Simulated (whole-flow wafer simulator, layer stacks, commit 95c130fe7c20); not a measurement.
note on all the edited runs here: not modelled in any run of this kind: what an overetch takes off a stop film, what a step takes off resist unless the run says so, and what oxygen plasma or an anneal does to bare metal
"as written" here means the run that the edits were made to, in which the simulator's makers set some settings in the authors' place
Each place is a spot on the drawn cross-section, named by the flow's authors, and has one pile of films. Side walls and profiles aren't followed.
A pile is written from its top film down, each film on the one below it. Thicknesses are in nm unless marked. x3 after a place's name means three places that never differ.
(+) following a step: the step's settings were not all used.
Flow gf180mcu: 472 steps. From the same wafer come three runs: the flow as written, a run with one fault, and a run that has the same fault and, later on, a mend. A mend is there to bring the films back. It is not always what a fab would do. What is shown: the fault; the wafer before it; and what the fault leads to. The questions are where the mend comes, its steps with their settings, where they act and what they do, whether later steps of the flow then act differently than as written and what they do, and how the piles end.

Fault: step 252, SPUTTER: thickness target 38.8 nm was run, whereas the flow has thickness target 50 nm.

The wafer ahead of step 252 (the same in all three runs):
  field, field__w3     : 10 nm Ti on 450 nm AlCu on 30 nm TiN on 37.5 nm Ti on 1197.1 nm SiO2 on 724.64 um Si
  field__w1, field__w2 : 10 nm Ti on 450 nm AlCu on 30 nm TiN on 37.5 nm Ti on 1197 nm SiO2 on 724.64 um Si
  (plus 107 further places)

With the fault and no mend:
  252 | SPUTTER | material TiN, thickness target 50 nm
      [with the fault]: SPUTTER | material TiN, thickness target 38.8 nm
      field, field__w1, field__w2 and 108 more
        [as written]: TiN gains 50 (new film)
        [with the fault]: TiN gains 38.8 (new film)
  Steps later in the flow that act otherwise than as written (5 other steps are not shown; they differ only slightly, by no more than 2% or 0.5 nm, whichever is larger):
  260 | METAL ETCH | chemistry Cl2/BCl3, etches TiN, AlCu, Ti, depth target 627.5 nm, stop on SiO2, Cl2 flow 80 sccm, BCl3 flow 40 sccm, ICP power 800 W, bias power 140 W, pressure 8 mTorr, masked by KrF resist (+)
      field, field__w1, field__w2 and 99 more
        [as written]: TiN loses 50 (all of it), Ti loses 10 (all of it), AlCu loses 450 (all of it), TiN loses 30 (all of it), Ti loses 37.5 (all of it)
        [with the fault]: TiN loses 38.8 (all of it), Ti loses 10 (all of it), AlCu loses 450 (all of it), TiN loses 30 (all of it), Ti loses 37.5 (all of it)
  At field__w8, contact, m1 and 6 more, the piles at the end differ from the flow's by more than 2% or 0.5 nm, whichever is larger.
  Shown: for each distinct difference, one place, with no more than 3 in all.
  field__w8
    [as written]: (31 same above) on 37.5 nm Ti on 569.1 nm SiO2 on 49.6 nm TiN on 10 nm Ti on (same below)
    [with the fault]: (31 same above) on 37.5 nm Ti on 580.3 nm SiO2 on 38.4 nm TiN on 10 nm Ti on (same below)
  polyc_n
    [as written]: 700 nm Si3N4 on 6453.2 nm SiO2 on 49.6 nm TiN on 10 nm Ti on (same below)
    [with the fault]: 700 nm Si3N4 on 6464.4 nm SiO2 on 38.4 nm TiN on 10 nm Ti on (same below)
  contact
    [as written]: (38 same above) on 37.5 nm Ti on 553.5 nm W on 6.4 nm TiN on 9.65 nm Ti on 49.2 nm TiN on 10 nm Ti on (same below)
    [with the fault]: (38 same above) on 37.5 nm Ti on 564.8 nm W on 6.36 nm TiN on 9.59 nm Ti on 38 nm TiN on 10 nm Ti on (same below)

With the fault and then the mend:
  The mend follows step 252.
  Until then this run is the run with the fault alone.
  252a | SPUTTER | material TiN, thickness target 11.2 nm (a further turn of the flow's step 252, with different settings)
      field, field__w1, field__w2 and 108 more
        TiN gains 11.2
  None of the later steps of the flow acts differently than as written at any place that is followed.
  At every place that both follow, the piles at the end match the flow's.
